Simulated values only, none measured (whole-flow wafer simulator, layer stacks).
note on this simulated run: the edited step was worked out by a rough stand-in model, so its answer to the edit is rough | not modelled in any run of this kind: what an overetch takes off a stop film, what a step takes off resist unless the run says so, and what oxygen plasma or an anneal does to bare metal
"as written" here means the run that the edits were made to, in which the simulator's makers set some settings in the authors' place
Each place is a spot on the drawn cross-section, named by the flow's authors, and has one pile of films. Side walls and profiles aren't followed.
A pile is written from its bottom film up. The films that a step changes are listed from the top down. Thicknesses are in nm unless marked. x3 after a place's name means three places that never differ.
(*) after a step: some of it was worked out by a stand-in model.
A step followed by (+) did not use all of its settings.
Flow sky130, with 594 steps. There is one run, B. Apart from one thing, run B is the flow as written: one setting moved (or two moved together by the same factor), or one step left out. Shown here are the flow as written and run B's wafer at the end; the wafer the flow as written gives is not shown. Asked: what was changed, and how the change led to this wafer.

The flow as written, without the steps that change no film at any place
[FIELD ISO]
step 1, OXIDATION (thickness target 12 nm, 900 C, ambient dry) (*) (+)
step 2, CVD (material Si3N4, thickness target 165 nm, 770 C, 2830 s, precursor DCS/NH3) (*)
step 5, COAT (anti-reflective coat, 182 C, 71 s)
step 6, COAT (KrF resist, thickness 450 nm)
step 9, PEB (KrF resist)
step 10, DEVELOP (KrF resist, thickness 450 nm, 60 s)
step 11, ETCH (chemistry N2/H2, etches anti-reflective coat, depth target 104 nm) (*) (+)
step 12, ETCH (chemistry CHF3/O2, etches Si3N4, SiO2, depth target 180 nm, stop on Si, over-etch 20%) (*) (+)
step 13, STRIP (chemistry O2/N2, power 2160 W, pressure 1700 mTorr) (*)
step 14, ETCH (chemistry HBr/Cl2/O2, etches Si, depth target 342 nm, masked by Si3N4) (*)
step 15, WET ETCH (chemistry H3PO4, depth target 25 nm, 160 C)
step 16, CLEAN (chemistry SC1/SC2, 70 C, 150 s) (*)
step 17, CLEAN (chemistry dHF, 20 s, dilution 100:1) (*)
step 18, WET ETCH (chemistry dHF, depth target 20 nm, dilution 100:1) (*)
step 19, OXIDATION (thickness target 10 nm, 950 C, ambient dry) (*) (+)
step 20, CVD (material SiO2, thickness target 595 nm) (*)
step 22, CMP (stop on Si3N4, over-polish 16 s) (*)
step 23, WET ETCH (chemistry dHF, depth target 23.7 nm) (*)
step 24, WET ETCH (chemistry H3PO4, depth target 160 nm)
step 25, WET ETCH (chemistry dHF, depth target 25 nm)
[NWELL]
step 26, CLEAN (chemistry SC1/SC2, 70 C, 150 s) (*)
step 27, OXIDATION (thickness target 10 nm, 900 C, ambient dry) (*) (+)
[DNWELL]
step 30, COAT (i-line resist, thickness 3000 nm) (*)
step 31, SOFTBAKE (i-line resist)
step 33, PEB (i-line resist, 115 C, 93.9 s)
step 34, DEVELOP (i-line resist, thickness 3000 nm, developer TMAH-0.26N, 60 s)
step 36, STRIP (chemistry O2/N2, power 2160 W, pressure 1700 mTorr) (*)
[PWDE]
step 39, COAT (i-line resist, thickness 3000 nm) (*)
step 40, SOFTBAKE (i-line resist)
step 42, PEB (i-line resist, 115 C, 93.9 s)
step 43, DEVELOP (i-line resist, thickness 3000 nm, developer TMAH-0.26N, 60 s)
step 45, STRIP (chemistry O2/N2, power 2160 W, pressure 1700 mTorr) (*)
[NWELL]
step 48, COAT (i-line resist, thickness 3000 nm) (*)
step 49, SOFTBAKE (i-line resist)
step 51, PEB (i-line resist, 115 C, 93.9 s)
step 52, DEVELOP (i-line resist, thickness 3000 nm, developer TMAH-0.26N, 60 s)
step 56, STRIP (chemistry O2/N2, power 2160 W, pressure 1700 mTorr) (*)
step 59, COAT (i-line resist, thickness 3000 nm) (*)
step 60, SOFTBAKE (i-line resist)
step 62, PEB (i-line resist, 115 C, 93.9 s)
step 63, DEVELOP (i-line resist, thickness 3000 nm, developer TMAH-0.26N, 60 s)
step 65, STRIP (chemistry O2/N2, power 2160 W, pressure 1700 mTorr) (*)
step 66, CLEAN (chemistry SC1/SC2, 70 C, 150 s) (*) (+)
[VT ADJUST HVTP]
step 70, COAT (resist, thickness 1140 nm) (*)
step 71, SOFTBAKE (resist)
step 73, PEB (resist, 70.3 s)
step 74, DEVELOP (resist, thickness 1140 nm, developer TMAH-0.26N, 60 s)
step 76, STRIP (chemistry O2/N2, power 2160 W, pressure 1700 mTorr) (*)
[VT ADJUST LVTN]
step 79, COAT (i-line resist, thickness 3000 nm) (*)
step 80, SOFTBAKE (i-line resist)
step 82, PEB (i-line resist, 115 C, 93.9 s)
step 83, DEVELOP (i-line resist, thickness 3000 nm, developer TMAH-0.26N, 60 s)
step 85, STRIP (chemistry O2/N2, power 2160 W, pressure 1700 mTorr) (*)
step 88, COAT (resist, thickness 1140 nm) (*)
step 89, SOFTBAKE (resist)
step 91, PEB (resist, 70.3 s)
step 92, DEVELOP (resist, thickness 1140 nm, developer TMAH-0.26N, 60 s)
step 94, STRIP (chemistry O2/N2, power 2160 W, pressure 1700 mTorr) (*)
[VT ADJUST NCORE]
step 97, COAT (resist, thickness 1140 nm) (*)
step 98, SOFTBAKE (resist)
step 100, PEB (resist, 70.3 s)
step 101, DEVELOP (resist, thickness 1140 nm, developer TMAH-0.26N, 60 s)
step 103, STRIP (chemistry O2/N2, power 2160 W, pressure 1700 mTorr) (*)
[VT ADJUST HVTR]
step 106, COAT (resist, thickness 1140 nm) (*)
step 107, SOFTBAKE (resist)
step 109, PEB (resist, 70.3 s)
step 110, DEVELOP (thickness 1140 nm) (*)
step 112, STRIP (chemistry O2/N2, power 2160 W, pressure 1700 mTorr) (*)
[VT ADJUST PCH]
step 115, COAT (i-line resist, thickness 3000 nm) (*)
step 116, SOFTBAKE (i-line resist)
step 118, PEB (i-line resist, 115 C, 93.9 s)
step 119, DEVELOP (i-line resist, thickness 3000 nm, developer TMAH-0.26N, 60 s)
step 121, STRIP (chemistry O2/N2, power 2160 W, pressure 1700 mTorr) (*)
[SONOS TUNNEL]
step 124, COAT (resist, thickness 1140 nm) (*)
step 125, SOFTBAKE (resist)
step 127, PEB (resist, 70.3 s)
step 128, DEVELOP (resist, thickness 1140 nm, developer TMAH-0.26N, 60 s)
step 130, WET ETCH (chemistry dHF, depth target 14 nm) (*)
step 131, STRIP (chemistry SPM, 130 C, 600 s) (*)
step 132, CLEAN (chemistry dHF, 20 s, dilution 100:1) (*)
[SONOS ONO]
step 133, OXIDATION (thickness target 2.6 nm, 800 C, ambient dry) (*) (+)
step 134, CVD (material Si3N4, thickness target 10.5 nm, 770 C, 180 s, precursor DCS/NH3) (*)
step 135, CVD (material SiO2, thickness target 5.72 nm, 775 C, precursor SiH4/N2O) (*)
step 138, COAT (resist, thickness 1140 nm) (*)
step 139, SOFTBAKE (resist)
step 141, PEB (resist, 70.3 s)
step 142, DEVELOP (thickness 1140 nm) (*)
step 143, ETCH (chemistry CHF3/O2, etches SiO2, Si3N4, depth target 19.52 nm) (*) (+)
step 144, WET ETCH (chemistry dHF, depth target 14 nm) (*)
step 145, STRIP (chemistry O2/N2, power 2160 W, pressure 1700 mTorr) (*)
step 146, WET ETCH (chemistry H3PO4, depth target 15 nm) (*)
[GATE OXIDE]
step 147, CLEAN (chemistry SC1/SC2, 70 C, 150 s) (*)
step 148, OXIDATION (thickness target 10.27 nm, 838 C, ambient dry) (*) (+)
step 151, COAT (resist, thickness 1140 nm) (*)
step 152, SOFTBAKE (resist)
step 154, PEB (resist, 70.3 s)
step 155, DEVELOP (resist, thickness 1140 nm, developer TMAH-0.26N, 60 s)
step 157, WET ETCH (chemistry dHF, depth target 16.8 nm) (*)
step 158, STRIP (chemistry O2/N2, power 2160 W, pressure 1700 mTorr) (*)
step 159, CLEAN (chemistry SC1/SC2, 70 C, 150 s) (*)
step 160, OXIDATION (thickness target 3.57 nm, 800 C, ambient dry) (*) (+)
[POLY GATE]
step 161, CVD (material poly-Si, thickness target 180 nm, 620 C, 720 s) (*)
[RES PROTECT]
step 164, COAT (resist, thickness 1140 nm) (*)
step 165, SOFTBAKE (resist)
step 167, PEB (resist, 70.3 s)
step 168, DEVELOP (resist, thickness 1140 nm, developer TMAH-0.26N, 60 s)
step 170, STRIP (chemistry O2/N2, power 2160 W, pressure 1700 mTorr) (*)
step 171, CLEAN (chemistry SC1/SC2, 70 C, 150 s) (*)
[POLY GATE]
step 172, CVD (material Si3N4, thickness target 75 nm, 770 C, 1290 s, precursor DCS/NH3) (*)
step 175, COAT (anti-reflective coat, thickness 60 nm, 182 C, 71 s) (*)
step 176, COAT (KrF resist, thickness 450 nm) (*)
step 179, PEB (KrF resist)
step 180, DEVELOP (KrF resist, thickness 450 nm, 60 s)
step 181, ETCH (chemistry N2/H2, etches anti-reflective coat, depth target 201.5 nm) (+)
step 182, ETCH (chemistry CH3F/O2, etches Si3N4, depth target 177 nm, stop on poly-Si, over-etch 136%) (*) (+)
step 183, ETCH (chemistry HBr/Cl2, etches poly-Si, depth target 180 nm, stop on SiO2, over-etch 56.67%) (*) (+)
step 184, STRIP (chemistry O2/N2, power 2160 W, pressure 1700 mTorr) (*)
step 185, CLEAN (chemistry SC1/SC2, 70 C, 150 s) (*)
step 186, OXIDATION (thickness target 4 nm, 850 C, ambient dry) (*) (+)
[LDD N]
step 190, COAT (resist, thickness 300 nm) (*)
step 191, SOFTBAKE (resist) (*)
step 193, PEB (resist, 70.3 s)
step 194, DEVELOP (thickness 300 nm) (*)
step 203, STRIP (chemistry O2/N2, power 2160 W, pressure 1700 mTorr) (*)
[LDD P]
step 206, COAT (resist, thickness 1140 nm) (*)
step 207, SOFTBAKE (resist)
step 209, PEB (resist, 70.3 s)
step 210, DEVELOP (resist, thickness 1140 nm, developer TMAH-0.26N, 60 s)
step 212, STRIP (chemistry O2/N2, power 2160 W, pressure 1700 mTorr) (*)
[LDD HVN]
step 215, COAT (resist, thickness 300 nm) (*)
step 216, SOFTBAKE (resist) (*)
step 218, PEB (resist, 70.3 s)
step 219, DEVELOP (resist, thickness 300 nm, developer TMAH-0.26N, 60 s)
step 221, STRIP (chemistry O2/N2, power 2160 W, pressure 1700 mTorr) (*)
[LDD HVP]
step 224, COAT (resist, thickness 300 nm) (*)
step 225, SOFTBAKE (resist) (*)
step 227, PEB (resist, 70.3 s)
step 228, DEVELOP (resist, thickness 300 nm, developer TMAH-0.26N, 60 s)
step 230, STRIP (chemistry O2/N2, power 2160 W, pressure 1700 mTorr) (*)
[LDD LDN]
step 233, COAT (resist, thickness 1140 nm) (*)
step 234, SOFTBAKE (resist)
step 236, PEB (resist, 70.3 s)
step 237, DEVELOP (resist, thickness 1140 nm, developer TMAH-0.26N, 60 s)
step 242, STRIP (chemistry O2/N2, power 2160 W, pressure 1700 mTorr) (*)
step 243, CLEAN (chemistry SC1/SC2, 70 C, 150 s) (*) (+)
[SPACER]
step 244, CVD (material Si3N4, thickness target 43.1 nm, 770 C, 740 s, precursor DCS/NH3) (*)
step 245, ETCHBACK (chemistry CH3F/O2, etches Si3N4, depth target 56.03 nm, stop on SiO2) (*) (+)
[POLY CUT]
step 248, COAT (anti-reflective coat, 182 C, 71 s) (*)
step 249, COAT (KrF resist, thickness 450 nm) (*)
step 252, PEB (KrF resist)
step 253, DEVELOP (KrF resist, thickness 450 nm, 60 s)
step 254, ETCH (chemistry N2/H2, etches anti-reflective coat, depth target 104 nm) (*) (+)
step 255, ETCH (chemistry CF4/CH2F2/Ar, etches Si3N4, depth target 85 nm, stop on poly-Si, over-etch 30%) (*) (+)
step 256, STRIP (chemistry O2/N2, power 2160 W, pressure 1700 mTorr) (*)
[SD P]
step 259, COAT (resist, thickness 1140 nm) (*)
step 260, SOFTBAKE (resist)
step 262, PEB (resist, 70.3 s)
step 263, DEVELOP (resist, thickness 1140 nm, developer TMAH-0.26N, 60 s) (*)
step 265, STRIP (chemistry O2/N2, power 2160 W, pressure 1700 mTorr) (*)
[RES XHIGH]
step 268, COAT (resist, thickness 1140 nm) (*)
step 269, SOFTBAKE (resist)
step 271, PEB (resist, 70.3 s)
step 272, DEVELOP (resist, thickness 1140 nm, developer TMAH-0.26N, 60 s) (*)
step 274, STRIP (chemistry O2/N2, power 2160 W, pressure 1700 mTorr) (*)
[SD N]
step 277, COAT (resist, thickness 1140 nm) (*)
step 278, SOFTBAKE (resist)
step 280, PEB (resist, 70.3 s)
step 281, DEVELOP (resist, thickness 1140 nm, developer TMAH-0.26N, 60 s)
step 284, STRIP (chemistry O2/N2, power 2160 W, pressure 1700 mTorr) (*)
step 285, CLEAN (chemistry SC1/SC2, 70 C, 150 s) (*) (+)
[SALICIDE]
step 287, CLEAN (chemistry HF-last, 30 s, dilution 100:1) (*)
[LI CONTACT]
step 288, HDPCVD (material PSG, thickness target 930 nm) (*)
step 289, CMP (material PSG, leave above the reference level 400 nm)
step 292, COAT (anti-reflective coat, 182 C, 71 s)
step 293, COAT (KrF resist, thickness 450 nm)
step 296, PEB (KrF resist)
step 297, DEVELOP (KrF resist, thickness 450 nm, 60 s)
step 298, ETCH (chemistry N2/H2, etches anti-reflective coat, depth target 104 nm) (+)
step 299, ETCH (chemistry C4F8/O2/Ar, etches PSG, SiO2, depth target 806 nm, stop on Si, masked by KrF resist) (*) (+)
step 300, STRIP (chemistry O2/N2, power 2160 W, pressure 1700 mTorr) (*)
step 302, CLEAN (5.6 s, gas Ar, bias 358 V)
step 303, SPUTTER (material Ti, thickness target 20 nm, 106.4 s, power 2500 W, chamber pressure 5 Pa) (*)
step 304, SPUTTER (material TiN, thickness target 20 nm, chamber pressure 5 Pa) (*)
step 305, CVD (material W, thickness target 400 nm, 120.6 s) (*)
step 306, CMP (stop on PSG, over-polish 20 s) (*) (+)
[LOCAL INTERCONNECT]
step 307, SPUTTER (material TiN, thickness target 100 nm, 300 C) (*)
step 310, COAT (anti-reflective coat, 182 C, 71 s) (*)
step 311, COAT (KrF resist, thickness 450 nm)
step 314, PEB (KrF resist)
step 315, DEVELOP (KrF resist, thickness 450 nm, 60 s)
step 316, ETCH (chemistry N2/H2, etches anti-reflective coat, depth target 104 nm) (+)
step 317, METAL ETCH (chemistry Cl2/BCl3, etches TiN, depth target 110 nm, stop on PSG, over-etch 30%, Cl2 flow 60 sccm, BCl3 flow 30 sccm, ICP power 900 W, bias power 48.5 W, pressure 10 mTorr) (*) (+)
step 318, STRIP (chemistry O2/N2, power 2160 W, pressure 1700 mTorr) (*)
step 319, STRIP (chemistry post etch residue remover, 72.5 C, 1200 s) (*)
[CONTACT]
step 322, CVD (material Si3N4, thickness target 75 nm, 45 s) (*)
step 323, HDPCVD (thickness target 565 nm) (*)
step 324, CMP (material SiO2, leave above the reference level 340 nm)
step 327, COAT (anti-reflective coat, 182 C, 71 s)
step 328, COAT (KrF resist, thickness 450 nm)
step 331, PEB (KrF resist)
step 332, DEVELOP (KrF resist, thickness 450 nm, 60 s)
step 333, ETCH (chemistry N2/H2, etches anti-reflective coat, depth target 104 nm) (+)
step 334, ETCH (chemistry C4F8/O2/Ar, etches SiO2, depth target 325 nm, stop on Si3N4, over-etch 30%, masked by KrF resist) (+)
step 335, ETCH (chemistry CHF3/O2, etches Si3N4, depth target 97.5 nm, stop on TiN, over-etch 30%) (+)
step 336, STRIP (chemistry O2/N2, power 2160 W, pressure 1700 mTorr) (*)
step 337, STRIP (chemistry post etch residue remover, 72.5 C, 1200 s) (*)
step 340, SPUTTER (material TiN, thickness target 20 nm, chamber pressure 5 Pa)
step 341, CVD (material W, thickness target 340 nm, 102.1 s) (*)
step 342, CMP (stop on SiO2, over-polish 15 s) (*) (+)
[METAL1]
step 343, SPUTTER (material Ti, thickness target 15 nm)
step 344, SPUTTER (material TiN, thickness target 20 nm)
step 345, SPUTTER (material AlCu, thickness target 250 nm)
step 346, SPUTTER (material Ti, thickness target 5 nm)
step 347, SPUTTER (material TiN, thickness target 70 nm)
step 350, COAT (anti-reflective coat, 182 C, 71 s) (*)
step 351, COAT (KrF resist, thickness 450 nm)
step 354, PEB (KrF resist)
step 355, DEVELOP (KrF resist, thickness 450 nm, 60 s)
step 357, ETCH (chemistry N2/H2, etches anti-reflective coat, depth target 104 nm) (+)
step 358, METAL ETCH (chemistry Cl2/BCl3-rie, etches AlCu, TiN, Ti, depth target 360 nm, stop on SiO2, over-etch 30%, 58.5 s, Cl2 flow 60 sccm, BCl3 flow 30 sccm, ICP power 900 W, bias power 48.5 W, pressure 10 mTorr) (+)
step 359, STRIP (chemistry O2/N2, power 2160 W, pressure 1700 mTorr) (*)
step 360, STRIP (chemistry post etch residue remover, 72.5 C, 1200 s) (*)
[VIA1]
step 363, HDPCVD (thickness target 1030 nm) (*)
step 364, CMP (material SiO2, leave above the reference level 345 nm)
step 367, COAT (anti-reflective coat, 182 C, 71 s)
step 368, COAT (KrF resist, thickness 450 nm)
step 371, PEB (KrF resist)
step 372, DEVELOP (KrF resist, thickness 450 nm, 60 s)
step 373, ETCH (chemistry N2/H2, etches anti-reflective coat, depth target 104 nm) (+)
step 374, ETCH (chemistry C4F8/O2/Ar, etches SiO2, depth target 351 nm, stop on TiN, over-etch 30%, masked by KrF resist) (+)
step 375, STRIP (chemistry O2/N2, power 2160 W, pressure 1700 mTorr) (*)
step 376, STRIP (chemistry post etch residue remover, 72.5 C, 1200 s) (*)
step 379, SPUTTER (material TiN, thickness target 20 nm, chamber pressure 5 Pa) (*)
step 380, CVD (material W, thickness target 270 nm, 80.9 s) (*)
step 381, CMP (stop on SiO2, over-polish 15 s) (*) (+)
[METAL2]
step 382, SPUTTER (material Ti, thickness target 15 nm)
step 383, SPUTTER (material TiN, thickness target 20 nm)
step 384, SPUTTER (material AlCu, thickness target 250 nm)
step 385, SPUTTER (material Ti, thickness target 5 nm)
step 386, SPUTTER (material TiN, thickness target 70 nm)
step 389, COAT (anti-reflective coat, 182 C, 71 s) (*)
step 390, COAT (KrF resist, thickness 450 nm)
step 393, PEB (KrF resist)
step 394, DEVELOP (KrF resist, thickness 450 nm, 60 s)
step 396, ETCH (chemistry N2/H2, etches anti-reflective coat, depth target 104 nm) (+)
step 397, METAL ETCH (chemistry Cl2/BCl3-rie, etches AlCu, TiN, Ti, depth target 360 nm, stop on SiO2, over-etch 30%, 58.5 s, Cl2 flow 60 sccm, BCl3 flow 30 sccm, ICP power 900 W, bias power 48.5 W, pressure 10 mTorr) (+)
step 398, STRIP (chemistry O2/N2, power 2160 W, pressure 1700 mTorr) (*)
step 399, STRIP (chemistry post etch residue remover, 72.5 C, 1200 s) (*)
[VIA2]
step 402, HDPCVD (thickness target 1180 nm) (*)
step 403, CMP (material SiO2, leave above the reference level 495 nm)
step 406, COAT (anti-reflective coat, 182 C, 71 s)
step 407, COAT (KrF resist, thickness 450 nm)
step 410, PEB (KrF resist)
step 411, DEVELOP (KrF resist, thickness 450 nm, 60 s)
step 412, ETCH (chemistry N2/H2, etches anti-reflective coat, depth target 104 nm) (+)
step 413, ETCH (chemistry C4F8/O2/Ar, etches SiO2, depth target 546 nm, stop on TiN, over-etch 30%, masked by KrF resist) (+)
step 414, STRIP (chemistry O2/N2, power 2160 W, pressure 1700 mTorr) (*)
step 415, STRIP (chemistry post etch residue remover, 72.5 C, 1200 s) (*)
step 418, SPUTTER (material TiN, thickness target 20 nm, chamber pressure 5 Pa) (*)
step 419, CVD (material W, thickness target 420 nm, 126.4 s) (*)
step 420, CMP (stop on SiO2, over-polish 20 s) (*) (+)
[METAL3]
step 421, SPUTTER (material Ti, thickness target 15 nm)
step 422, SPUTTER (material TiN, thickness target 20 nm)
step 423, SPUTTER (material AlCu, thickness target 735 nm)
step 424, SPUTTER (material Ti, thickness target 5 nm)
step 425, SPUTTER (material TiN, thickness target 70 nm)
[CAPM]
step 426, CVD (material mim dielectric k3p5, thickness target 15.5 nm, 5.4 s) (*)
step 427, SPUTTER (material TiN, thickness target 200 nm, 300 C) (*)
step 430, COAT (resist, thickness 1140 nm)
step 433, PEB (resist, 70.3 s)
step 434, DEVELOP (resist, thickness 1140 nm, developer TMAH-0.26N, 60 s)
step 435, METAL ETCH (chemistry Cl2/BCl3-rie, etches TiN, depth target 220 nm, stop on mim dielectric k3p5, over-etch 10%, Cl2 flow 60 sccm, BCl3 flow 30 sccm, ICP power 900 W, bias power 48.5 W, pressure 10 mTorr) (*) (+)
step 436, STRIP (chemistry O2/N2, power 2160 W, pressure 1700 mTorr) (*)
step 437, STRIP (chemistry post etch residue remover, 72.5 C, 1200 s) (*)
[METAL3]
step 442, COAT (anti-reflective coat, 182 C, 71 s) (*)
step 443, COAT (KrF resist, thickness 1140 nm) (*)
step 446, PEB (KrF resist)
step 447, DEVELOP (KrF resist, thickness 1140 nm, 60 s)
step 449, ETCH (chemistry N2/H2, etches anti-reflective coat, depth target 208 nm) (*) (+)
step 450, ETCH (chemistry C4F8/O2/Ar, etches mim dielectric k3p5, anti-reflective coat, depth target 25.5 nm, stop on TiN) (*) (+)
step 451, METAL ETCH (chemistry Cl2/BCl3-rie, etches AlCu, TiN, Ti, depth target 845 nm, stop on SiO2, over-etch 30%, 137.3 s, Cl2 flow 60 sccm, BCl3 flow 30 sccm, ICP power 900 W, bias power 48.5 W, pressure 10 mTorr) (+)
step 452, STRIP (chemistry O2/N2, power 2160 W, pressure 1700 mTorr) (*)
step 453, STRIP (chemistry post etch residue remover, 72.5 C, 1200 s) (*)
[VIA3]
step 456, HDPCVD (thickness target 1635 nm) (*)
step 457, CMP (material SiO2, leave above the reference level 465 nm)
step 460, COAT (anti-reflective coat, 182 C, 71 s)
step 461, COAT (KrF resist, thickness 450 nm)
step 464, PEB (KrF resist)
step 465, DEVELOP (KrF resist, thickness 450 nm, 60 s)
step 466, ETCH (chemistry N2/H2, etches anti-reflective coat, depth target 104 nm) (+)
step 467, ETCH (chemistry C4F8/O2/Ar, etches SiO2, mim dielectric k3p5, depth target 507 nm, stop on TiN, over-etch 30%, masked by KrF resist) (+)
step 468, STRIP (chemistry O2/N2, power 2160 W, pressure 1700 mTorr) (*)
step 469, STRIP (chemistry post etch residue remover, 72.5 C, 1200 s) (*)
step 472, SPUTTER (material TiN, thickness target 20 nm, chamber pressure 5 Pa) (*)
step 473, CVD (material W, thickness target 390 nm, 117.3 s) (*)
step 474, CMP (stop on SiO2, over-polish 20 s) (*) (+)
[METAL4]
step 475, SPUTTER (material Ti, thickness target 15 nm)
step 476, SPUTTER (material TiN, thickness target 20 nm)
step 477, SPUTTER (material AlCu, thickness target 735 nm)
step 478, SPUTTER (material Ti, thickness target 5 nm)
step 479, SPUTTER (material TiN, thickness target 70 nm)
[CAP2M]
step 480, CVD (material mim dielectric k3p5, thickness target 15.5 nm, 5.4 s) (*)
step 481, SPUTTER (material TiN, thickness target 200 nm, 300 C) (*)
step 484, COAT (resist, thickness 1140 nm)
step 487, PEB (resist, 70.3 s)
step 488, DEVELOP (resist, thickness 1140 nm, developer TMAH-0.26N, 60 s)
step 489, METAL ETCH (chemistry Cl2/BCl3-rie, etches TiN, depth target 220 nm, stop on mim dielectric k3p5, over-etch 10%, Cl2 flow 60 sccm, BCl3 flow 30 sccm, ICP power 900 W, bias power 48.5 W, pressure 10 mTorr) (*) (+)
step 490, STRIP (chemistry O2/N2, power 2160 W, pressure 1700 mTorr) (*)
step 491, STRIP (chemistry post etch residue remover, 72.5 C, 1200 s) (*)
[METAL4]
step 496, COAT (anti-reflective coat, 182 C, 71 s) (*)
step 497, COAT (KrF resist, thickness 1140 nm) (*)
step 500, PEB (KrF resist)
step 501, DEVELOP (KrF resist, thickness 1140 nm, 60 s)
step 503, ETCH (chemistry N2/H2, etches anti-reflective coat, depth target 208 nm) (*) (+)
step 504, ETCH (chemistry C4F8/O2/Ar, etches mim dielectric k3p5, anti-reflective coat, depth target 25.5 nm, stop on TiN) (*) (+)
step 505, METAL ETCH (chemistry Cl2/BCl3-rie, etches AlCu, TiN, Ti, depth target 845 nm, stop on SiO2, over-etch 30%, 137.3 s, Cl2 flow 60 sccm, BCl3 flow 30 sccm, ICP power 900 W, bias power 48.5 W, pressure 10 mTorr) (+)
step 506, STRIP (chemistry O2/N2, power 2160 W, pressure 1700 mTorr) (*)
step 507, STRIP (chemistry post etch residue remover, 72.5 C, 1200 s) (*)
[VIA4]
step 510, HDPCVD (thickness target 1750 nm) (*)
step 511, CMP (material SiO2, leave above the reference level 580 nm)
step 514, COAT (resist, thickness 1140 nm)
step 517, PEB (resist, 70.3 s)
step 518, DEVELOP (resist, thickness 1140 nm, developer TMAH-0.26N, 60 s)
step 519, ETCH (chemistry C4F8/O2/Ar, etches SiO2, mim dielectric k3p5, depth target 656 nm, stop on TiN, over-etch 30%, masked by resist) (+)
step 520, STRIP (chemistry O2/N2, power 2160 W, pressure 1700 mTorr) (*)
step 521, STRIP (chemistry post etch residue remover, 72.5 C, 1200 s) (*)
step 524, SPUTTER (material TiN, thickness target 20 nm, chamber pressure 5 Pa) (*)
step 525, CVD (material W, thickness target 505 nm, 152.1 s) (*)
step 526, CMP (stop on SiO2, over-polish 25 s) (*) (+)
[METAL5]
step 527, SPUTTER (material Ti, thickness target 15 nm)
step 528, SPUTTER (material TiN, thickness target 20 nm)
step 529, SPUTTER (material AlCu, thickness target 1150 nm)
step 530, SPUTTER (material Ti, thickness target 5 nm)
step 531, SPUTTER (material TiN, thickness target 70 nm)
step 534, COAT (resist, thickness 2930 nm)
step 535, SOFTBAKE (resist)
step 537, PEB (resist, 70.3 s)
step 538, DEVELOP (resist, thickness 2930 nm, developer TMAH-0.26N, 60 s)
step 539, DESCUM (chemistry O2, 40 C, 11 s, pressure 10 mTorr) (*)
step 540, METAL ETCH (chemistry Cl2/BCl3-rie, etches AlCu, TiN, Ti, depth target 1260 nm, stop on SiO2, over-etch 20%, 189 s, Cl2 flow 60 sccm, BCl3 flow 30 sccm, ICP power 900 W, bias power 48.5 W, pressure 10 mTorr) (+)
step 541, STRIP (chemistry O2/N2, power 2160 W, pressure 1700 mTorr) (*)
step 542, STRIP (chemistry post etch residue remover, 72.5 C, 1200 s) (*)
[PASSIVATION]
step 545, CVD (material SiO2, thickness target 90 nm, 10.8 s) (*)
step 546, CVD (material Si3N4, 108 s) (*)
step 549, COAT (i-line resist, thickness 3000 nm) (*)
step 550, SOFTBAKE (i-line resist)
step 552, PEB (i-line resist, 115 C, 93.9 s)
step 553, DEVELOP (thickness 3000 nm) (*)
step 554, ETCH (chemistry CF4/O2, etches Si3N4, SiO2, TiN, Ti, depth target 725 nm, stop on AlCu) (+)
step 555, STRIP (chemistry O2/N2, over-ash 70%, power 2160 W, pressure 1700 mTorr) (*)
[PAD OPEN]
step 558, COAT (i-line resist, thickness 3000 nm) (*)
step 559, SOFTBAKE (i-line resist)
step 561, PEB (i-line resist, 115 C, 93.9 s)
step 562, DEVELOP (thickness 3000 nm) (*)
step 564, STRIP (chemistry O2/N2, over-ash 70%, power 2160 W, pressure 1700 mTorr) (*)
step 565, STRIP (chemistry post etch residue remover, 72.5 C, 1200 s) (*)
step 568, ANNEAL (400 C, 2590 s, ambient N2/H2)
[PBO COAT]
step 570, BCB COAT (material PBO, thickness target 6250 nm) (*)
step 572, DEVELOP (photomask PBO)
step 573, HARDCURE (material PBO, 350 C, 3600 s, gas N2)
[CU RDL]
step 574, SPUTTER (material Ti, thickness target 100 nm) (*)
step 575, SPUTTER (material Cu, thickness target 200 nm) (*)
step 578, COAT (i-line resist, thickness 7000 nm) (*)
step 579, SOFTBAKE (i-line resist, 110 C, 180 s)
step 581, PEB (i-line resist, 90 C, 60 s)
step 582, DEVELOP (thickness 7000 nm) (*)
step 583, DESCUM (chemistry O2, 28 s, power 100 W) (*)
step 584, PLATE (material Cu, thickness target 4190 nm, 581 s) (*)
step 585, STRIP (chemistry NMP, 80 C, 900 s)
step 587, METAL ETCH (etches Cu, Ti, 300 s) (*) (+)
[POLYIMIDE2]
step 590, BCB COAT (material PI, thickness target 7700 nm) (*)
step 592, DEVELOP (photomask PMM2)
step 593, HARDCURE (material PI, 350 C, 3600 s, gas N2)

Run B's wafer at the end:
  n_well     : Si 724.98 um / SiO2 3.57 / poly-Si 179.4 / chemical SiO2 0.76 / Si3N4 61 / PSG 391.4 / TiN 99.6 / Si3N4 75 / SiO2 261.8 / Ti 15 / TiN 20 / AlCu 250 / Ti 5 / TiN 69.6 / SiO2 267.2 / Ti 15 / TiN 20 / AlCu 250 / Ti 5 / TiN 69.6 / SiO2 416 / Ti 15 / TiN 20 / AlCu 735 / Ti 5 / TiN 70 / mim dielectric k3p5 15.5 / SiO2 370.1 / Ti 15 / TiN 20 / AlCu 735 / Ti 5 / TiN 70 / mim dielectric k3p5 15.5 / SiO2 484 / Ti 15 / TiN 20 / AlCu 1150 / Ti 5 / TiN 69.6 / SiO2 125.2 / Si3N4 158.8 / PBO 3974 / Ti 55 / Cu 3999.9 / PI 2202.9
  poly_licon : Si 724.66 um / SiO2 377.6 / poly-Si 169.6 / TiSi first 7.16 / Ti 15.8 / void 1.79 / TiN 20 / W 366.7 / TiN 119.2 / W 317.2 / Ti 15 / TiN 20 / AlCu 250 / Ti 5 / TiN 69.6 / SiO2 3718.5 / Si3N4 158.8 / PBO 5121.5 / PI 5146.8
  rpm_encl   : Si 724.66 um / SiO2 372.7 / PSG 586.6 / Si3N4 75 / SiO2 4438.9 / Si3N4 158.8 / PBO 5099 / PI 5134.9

What caused this: step 574, SPUTTER: thickness target 55 nm was run, whereas the flow has thickness target 100 nm.
One can read it off the wafer: n_well has Ti 55, and step 574 as written asks for 100 nm.

How this came from the change, step by step:
  step 574, SPUTTER (material Ti, thickness target 100 nm) (*)
      field, active, n_well and 190 more: Ti gains 55 (new film) (it would be, as written: Ti gains 100 (new film))
  step 587, METAL ETCH (etches Cu, Ti, 300 s) (*) (+)
      field, active, gate and 167 more: Cu loses 200 (all of it), Ti loses 55 (all of it) (it would be, as written: Cu loses 200 (all of it), Ti loses 100 (all of it))
  step 590, BCB COAT (material PI, thickness target 7700 nm) (*)
      de16_gate_nw: PI gains 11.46 um (new film) (it would be, as written: PI gains 11.5 um (new film))
